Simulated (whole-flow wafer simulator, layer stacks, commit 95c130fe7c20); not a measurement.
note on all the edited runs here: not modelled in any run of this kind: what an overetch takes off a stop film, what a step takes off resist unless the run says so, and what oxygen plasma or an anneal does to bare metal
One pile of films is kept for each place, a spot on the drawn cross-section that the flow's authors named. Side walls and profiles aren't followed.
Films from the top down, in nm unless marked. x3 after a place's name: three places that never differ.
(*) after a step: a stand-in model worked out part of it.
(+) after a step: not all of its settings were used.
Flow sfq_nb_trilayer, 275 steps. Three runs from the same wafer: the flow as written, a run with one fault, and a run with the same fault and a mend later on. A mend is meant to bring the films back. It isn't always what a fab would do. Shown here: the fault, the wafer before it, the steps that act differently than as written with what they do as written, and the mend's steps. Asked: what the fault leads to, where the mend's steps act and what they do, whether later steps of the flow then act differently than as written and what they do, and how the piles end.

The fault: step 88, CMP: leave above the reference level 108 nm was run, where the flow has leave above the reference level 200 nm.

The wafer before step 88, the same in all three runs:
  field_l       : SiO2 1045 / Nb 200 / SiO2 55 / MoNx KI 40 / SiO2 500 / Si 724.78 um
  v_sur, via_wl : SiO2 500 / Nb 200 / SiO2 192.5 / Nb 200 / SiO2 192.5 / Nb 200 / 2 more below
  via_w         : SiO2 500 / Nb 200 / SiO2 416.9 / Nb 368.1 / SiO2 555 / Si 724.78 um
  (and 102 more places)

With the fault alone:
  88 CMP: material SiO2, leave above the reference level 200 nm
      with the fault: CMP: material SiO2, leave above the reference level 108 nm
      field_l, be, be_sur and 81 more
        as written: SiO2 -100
        with the fault: SiO2 -192
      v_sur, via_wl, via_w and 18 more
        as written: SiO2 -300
        with the fault: SiO2 -392
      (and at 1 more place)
  Later steps of the flow that act differently than as written (4 more steps differ only slightly, by at most 2% or 0.5 nm, whichever is larger, and aren't shown):
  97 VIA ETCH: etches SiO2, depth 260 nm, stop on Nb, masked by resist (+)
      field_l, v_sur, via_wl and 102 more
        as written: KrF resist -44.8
        with the fault: KrF resist -27.9
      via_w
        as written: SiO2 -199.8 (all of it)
        with the fault: SiO2 -107.8 (all of it)
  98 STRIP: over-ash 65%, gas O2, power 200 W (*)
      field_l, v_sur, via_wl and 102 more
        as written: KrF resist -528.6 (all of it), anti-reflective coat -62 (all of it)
        with the fault: KrF resist -545.5 (all of it), anti-reflective coat -62 (all of it)
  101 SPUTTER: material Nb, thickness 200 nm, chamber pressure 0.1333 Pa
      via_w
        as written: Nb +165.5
        with the fault: Nb +186
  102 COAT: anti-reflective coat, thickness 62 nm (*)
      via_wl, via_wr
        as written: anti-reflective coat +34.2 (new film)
        with the fault: anti-reflective coat +32 (new film)
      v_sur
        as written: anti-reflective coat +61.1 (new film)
        with the fault: anti-reflective coat +56.7 (new film)
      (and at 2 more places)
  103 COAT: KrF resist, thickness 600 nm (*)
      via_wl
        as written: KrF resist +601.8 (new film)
        with the fault: KrF resist +614.9 (new film)
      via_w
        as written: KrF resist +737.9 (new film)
        with the fault: KrF resist +655.8 (new film)
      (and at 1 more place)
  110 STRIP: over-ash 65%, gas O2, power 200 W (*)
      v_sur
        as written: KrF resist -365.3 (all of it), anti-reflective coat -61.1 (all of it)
        with the fault: KrF resist -376.6 (all of it), anti-reflective coat -56.7 (all of it)
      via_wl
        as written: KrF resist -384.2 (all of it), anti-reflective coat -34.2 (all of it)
        with the fault: KrF resist -397.2 (all of it), anti-reflective coat -32 (all of it)
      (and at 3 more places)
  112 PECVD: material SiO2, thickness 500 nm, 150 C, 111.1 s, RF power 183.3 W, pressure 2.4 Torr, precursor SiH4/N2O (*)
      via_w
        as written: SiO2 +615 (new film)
        with the fault: SiO2 +500 (new film)
  At the end the piles differ from the flow's by more than 2% or 0.5 nm, whichever is larger, at field_l, v_sur, via_wl and 103 more.
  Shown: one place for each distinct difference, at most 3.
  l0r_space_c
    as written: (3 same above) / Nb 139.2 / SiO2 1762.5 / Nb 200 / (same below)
    with the fault: (3 same above) / Nb 139.2 / SiO2 1670.5 / Nb 200 / (same below)
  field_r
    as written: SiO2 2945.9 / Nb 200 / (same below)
    with the fault: SiO2 2853.9 / Nb 200 / (same below)
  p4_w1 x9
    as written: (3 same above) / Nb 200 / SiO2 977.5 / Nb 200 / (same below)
    with the fault: (3 same above) / Nb 200 / SiO2 885.5 / Nb 200 / (same below)

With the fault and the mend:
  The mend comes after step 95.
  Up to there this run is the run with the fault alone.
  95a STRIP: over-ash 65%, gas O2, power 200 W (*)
      field_l, v_sur, via_wl and 102 more
        KrF resist -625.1 (all of it), anti-reflective coat -62 (all of it)
      via_w
        anti-reflective coat -62 (all of it)
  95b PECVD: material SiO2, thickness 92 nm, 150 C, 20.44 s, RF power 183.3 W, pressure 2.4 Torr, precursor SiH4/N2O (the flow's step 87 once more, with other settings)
      field_l, v_sur, via_wl and 103 more
        SiO2 +92
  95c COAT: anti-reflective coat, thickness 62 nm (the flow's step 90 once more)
      field_l, v_sur, via_wl and 103 more
        anti-reflective coat +62 (new film)
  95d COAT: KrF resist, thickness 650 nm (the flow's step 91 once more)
      field_l, v_sur, via_wl and 103 more
        KrF resist +650 (new film)
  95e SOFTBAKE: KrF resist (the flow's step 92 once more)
      changes no film at any place that is followed
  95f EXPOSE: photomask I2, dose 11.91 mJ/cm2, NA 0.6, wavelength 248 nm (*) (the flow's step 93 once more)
      changes no film at any place that is followed
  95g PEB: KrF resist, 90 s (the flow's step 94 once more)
      field_l, v_sur, via_wl and 103 more
        KrF resist -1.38
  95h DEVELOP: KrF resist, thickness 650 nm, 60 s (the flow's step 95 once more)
      field_l, v_sur, via_wl and 102 more
        KrF resist -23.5
      via_w
        KrF resist -648.6 (all of it)
  No later step of the flow acts differently than as written at any place that is followed.
  At the end the piles are the same as the flow's at every place that both follow.
